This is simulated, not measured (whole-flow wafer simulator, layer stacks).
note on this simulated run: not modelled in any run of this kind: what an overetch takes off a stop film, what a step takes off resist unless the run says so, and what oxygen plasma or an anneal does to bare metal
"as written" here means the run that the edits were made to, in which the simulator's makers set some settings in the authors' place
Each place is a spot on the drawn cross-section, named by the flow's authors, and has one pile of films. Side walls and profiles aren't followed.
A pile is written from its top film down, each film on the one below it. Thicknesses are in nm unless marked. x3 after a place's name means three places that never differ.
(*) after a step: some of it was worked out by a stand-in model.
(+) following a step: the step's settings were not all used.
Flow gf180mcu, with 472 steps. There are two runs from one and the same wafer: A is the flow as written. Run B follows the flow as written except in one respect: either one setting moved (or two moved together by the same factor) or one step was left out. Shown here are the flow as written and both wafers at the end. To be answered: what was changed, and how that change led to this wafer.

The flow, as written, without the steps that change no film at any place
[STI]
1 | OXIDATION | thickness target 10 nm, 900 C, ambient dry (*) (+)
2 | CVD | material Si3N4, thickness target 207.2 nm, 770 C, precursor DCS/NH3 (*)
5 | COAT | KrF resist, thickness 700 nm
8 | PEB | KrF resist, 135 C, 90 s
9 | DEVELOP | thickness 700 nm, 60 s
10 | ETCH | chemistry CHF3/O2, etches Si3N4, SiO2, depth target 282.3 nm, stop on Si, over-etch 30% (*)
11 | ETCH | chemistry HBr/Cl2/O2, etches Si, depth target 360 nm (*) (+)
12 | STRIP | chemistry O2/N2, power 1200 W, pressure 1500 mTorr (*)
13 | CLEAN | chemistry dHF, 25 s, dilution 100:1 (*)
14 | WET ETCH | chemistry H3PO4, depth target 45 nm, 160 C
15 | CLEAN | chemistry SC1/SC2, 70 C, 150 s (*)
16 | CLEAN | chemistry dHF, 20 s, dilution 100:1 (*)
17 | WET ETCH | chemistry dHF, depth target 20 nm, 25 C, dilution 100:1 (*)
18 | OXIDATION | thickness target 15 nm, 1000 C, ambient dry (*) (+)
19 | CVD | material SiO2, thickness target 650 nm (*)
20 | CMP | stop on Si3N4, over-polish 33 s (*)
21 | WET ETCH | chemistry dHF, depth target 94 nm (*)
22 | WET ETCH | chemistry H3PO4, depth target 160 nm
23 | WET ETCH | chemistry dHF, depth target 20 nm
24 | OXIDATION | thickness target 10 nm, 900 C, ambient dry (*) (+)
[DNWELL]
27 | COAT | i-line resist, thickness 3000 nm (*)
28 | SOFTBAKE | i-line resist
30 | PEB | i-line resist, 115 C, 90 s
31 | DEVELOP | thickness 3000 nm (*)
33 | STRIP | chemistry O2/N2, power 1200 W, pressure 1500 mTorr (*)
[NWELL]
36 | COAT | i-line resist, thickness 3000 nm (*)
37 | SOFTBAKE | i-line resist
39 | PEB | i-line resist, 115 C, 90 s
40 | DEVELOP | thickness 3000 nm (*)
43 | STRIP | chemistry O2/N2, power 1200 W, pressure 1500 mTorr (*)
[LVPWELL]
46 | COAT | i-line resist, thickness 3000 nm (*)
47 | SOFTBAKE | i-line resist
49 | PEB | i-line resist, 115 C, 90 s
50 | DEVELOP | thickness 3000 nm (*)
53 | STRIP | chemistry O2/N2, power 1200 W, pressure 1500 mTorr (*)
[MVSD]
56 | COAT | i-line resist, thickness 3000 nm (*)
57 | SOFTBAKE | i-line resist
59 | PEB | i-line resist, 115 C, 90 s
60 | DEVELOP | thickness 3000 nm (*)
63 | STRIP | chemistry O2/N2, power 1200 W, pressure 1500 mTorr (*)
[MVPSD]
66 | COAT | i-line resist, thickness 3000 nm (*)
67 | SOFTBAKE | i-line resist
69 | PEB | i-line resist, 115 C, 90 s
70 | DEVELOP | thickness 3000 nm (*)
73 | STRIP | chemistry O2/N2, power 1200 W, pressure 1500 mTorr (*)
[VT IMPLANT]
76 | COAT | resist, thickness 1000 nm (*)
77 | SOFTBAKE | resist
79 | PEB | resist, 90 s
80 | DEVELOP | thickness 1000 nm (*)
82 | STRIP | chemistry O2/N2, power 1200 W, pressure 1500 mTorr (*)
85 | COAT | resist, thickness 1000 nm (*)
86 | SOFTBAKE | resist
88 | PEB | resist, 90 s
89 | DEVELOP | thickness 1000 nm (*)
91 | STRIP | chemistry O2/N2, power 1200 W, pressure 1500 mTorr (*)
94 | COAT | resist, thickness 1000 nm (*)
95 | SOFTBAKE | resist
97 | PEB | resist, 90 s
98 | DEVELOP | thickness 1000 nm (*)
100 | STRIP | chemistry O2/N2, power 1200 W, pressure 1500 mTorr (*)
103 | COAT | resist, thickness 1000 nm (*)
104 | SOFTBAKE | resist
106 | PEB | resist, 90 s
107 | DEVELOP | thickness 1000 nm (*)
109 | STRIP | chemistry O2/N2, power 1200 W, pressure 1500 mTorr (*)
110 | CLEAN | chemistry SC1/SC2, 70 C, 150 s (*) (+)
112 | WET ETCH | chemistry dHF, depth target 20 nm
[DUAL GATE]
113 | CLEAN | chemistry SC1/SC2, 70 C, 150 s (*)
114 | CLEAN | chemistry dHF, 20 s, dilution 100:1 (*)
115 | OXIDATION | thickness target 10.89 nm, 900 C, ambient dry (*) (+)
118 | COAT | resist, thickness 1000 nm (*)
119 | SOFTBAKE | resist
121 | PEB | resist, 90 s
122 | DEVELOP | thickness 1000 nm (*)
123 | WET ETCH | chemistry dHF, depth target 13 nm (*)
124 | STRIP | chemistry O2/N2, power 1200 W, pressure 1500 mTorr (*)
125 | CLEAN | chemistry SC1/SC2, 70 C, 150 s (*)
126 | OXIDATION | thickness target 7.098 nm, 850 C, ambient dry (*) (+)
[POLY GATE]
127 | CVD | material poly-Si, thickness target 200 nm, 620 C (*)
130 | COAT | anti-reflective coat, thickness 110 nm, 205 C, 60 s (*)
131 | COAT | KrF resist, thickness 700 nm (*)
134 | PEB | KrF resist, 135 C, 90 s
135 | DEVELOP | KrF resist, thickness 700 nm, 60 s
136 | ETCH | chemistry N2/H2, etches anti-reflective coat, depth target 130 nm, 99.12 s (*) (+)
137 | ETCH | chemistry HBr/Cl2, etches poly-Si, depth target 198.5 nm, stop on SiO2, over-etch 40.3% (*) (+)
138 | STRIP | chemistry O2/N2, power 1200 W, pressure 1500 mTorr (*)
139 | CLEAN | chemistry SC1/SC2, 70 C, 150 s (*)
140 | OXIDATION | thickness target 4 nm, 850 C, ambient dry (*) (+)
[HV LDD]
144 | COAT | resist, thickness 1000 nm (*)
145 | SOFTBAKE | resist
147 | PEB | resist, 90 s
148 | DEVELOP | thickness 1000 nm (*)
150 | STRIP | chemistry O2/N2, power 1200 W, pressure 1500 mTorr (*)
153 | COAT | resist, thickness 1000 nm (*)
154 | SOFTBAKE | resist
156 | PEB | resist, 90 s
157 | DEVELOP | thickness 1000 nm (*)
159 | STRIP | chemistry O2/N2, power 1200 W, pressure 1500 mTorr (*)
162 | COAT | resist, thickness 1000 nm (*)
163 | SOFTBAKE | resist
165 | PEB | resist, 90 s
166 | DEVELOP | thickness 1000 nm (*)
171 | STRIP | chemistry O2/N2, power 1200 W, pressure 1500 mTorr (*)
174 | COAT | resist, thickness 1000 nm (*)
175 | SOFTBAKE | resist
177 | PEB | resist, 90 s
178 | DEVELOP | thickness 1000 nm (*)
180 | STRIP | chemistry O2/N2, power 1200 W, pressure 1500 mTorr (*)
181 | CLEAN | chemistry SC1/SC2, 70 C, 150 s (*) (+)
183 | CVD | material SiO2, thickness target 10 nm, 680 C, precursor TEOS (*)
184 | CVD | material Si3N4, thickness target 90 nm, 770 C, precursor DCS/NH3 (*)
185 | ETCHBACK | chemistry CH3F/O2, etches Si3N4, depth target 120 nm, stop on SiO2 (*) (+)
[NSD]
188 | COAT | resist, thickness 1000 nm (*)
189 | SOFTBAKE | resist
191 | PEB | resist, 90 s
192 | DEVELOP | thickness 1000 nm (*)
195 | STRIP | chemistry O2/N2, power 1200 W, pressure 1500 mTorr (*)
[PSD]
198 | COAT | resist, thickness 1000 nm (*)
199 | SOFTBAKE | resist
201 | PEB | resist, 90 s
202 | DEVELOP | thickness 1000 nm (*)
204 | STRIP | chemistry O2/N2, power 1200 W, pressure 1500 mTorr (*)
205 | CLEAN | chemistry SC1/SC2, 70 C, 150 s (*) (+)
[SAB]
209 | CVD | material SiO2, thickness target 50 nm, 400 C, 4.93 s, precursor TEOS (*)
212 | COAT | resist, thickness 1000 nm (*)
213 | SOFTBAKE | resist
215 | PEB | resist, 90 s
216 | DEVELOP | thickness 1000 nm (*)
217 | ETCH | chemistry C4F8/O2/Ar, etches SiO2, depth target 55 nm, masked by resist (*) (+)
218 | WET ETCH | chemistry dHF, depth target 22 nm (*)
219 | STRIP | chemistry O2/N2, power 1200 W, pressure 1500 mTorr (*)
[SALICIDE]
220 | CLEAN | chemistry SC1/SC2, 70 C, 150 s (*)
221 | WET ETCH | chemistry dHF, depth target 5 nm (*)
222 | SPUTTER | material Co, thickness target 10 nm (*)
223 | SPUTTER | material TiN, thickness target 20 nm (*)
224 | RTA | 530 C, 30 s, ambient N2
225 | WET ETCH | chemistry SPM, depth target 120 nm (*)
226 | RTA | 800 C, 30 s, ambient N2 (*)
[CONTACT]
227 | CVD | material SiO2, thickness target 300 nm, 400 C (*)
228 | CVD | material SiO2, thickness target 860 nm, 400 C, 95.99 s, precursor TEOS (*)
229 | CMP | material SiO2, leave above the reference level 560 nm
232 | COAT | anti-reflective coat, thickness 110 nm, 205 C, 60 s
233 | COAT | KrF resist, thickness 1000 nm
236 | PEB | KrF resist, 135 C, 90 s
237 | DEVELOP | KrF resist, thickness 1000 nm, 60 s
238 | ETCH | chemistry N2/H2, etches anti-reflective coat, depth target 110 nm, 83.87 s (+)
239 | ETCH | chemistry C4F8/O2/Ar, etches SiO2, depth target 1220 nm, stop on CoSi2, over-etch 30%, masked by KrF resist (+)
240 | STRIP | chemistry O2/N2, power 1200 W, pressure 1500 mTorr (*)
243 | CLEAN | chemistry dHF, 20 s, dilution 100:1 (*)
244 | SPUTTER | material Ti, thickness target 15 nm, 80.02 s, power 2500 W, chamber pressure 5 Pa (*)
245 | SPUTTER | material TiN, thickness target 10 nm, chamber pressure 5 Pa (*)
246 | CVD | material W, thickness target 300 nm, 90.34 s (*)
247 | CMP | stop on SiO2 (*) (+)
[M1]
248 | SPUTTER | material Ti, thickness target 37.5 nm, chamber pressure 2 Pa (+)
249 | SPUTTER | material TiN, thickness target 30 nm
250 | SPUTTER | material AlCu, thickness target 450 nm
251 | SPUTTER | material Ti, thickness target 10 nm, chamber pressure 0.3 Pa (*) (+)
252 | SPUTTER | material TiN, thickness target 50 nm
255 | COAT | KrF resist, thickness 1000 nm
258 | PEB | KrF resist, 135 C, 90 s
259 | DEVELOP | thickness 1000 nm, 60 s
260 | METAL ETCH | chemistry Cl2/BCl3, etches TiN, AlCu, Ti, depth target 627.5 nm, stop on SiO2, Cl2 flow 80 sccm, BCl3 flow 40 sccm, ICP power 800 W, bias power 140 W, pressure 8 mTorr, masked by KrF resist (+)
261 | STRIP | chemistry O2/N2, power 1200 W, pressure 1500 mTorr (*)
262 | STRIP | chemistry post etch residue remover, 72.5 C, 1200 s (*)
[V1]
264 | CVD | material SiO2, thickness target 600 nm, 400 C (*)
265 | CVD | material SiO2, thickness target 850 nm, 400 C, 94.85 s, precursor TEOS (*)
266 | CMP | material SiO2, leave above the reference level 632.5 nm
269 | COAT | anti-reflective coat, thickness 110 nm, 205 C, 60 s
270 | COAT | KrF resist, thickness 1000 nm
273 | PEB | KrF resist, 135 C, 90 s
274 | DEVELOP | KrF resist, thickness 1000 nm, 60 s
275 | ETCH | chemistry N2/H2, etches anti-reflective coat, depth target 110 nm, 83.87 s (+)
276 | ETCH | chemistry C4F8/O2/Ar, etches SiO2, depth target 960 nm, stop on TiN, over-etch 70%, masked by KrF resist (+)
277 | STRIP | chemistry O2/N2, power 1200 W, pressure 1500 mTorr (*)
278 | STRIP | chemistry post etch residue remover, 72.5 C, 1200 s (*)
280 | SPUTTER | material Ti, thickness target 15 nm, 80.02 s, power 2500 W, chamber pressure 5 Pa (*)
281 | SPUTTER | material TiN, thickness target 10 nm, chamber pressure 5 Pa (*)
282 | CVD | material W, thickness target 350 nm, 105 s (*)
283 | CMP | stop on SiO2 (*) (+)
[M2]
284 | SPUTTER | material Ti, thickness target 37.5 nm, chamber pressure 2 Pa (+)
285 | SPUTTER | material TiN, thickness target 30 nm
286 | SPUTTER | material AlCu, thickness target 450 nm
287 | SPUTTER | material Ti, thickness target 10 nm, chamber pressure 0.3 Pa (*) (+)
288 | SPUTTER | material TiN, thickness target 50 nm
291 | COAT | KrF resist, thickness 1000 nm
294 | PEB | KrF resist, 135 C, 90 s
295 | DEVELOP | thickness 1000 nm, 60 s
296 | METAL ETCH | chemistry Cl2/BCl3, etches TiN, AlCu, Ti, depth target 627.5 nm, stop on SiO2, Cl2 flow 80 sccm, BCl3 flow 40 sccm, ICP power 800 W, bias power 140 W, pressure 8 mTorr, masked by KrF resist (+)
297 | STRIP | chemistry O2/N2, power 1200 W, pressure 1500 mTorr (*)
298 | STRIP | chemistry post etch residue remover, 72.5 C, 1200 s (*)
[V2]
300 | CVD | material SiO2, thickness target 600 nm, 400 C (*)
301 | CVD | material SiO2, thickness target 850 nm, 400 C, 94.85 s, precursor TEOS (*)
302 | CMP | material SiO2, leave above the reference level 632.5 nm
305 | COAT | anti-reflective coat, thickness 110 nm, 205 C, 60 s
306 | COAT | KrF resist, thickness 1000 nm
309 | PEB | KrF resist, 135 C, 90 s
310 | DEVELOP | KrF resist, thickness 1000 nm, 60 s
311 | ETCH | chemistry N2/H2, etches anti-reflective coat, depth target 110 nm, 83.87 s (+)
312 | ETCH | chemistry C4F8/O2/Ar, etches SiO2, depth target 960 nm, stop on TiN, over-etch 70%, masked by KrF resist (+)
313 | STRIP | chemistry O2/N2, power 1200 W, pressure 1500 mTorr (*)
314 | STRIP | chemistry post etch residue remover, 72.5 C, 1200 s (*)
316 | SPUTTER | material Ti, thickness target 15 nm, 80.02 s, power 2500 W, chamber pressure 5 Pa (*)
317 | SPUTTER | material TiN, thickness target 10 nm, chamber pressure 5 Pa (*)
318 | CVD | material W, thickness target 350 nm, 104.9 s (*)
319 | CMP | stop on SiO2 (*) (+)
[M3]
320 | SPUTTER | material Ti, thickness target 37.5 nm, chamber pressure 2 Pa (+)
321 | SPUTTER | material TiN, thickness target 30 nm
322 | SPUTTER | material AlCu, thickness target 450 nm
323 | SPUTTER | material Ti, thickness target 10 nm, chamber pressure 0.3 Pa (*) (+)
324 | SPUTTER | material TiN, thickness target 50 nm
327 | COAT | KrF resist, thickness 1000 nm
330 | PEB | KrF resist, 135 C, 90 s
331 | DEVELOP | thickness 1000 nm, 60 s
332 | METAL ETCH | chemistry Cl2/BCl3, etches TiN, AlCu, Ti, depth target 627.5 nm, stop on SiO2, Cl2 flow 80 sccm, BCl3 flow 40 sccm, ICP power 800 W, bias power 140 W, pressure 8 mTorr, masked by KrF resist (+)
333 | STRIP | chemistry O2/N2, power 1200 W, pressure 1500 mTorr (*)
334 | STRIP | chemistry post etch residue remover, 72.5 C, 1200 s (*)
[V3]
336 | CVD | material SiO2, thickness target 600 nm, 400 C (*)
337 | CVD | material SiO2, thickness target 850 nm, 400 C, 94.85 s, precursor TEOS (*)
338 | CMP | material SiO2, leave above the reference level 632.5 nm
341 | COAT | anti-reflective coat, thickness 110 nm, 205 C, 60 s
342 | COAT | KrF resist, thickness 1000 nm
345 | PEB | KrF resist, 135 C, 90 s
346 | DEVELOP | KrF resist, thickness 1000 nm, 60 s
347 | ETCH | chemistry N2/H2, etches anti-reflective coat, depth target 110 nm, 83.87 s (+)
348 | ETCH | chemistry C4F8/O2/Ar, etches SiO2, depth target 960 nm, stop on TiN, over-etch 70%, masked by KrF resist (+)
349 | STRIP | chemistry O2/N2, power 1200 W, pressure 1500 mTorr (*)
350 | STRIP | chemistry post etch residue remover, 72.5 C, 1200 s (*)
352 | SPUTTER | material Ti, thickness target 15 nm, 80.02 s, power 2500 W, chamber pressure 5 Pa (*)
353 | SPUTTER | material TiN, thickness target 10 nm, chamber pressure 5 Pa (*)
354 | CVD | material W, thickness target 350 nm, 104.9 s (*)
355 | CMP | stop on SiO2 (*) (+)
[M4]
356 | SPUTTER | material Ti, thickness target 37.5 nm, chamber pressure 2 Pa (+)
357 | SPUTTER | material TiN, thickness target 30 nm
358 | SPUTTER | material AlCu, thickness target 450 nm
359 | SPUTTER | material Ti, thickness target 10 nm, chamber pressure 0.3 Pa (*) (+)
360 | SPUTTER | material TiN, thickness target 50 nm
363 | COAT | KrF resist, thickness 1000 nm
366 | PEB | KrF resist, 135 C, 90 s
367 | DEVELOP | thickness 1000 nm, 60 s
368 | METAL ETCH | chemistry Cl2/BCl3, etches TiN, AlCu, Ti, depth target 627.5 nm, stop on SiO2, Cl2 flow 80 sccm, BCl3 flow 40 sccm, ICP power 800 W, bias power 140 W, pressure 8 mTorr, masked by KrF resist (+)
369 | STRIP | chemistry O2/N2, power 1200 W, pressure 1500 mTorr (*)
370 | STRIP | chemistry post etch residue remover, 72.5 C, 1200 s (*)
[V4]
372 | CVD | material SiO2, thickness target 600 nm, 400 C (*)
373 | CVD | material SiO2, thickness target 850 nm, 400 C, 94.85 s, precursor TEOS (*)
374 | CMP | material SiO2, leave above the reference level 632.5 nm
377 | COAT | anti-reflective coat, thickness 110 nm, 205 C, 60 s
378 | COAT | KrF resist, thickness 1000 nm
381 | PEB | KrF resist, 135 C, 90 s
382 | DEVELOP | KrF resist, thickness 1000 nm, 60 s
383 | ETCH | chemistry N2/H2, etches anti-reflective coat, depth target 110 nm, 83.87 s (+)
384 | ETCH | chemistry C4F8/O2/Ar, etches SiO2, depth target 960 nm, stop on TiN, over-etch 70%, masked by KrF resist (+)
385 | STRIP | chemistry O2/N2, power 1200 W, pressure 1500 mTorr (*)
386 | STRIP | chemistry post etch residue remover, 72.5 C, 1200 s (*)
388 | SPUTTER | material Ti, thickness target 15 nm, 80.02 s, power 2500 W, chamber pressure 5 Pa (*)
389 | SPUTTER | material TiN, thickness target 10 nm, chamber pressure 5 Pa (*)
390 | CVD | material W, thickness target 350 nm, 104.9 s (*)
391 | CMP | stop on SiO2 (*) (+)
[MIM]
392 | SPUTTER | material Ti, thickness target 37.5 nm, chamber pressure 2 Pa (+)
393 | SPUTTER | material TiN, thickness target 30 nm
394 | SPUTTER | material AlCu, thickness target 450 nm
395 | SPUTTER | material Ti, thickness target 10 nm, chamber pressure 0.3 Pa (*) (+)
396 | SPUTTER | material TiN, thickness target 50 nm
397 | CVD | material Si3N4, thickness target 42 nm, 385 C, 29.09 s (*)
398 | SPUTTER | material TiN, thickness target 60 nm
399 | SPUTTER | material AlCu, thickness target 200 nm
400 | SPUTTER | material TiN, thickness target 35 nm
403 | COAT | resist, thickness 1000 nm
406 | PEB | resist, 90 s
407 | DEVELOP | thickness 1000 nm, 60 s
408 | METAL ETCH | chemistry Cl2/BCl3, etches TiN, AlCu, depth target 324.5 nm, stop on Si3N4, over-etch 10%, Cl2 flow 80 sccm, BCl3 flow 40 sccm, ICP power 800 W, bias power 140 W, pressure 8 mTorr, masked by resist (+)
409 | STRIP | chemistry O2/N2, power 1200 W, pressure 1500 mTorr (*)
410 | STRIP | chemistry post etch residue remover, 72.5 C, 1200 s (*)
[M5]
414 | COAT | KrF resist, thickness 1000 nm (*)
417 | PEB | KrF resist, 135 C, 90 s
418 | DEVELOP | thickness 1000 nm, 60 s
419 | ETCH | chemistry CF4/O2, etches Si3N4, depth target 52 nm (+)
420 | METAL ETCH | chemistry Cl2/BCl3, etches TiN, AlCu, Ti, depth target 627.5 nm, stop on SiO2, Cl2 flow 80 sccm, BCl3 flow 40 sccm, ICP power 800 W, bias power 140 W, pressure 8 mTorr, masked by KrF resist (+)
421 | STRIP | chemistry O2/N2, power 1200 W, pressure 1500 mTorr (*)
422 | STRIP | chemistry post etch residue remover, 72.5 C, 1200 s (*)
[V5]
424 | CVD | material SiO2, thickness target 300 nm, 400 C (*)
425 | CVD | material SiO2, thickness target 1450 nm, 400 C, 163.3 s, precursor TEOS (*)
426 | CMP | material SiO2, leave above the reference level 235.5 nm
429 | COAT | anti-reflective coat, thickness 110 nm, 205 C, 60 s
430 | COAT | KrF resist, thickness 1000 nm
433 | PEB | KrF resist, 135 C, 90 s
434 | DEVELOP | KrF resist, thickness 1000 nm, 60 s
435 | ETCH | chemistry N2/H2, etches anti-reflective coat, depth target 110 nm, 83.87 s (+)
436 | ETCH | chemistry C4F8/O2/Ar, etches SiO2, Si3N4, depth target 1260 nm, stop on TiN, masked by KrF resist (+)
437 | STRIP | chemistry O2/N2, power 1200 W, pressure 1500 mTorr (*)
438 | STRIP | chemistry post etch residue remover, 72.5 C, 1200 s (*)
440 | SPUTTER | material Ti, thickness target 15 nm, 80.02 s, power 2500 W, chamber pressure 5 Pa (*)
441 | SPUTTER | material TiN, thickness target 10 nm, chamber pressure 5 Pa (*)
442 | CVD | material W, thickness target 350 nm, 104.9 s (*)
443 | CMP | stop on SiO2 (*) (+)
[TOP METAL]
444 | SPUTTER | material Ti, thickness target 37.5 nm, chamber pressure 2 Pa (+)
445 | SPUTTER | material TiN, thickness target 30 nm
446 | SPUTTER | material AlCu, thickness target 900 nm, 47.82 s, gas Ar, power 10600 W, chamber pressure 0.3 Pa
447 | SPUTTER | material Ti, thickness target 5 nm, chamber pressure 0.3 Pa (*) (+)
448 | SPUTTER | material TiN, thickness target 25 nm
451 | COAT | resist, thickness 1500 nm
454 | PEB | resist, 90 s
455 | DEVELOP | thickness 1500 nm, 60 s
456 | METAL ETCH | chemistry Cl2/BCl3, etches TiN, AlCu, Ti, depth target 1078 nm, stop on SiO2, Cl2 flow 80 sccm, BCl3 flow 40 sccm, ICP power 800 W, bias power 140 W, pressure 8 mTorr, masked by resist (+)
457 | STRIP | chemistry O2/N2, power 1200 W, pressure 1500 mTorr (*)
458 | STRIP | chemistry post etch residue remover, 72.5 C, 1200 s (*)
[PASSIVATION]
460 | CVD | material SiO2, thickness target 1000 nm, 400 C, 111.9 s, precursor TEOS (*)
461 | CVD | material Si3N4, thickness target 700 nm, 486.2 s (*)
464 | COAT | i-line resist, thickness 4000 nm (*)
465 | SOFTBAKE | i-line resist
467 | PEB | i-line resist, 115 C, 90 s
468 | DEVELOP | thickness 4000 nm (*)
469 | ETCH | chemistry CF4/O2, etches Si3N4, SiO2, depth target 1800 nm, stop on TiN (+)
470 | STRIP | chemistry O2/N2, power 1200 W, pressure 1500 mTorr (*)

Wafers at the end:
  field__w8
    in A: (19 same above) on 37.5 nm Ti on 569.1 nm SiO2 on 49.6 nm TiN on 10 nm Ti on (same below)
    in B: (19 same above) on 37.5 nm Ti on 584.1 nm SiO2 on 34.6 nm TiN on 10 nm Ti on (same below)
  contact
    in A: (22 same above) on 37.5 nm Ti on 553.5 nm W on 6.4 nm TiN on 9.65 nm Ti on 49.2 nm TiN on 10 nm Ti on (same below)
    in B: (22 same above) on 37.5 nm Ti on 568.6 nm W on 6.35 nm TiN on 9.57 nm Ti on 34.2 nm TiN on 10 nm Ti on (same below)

Cause: step 324, SPUTTER: thickness target 35 nm was run, while the flow as written has thickness target 50 nm.

Step by step, how the change led to this:
  324 | SPUTTER | material TiN, thickness target 50 nm
      field, field__w1, field__w2 and 108 more: A TiN gains 50 (new film) | B TiN gains 35 (new film)
  332 | METAL ETCH | chemistry Cl2/BCl3, etches TiN, AlCu, Ti, depth target 627.5 nm, stop on SiO2, Cl2 flow 80 sccm, BCl3 flow 40 sccm, ICP power 800 W, bias power 140 W, pressure 8 mTorr, masked by KrF resist (+)
      field, field__w1, field__w2 and 103 more: A TiN loses 50 (all of it), Ti loses 10 (all of it), AlCu loses 450 (all of it), TiN loses 30 (all of it), Ti loses 37.5 (all of it) | B TiN loses 35 (all of it), Ti loses 10 (all of it), AlCu loses 450 (all of it), TiN loses 30 (all of it), Ti loses 37.5 (all of it)
  348 | ETCH | chemistry C4F8/O2/Ar, etches SiO2, depth target 960 nm, stop on TiN, over-etch 70%, masked by KrF resist (+)
      contact: A SiO2 loses 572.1 (all of it) | B SiO2 loses 587.1 (all of it)
